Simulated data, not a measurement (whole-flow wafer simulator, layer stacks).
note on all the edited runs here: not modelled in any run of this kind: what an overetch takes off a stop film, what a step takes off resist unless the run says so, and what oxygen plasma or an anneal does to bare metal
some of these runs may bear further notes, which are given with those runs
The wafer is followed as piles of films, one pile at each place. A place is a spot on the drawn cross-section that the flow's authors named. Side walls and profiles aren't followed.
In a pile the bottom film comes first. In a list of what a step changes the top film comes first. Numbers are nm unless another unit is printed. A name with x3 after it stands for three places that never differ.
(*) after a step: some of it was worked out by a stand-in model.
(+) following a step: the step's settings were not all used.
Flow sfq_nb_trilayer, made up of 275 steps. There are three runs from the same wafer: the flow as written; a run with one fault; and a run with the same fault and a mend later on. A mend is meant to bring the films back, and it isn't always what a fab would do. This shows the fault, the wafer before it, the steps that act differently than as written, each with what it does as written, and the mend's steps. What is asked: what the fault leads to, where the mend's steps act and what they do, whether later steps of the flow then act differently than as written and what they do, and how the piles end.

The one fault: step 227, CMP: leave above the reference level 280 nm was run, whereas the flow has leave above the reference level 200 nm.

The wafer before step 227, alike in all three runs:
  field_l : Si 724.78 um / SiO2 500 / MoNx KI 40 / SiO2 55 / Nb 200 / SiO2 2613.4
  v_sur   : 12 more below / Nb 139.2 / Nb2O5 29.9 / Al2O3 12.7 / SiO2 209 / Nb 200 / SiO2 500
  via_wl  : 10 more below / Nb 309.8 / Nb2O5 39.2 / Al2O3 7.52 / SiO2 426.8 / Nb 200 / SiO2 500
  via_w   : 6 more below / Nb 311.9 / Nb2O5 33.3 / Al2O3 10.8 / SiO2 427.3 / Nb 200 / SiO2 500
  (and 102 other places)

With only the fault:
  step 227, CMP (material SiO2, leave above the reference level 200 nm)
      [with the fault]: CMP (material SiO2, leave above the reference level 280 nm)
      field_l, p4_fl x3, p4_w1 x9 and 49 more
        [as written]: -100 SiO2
        [with the fault]: -20 SiO2
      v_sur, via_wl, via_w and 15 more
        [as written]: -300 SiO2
        [with the fault]: -220 SiO2
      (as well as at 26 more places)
  Steps further on in the flow that do not act as written (not shown: 4 more steps that differ only slightly, by at most 2% or 0.5 nm, whichever is larger):
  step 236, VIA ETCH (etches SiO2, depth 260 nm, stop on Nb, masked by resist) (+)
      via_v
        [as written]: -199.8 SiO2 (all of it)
        [with the fault]: -260 SiO2
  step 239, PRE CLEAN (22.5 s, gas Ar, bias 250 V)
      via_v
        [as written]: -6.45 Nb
        [with the fault]: -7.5 SiO2
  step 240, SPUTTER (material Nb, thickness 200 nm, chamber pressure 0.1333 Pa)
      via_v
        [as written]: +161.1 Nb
        [with the fault]: +146.9 Nb (new film)
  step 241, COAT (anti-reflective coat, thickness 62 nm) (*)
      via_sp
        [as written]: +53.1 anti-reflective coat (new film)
        [with the fault]: +50 anti-reflective coat (new film)
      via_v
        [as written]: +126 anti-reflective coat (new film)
        [with the fault]: +129.5 anti-reflective coat (new film)
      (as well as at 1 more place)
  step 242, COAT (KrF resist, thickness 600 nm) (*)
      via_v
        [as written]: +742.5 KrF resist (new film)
        [with the fault]: +801.5 KrF resist (new film)
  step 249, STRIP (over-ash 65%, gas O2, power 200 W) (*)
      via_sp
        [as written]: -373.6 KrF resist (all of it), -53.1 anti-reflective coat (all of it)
        [with the fault]: -369.5 KrF resist (all of it), -50 anti-reflective coat (all of it)
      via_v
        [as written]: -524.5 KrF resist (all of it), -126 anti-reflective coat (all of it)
        [with the fault]: -583.4 KrF resist (all of it), -129.5 anti-reflective coat (all of it)
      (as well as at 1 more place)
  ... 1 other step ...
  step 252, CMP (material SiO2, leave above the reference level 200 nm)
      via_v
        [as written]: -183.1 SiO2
        [with the fault]: -157.1 SiO2
  At field_l, v_sur, via_wl and 103 more, the piles at the end differ from the flow's by more than 2% or 0.5 nm, whichever is larger.
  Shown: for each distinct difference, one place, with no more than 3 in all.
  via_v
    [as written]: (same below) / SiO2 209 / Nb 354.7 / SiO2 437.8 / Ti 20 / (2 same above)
    [with the fault]: (same below) / SiO2 209 / Nb 200 / SiO2 12.3 / Nb 146.9 / SiO2 513.3 / Ti 20 / (2 same above)
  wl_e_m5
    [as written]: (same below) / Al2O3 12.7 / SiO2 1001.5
    [with the fault]: (same below) / Al2O3 12.7 / SiO2 1081.5
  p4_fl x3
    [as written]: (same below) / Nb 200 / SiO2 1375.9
    [with the fault]: (same below) / Nb 200 / SiO2 1455.9

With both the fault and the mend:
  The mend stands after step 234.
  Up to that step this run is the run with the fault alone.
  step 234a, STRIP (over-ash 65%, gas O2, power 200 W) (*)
      field_l, v_sur, via_wl and 102 more
        -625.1 KrF resist (all of it), -62 anti-reflective coat (all of it)
      via_v
        -62 anti-reflective coat (all of it)
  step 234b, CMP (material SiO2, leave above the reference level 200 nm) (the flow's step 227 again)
      field_l, v_sur, via_wl and 103 more
        -80 SiO2
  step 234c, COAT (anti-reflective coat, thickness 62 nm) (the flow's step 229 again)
      field_l, v_sur, via_wl and 103 more
        +62 anti-reflective coat (new film)
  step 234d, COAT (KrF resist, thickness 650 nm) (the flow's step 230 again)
      field_l, v_sur, via_wl and 103 more
        +650 KrF resist (new film)
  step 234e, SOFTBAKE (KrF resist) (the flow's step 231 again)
      does not change any film at any place that is followed
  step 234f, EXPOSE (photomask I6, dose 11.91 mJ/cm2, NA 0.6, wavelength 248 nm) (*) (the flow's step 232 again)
      does not change any film at any place that is followed
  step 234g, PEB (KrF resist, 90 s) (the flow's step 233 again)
      field_l, v_sur, via_wl and 103 more
        -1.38 KrF resist
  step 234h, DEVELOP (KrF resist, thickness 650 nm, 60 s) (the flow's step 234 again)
      field_l, v_sur, via_wl and 102 more
        -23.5 KrF resist
      via_v
        -648.6 KrF resist (all of it)
  Every later step of the flow that is run acts as written at every place that is followed.
  The piles end the same as the flow's at every place that both follow.
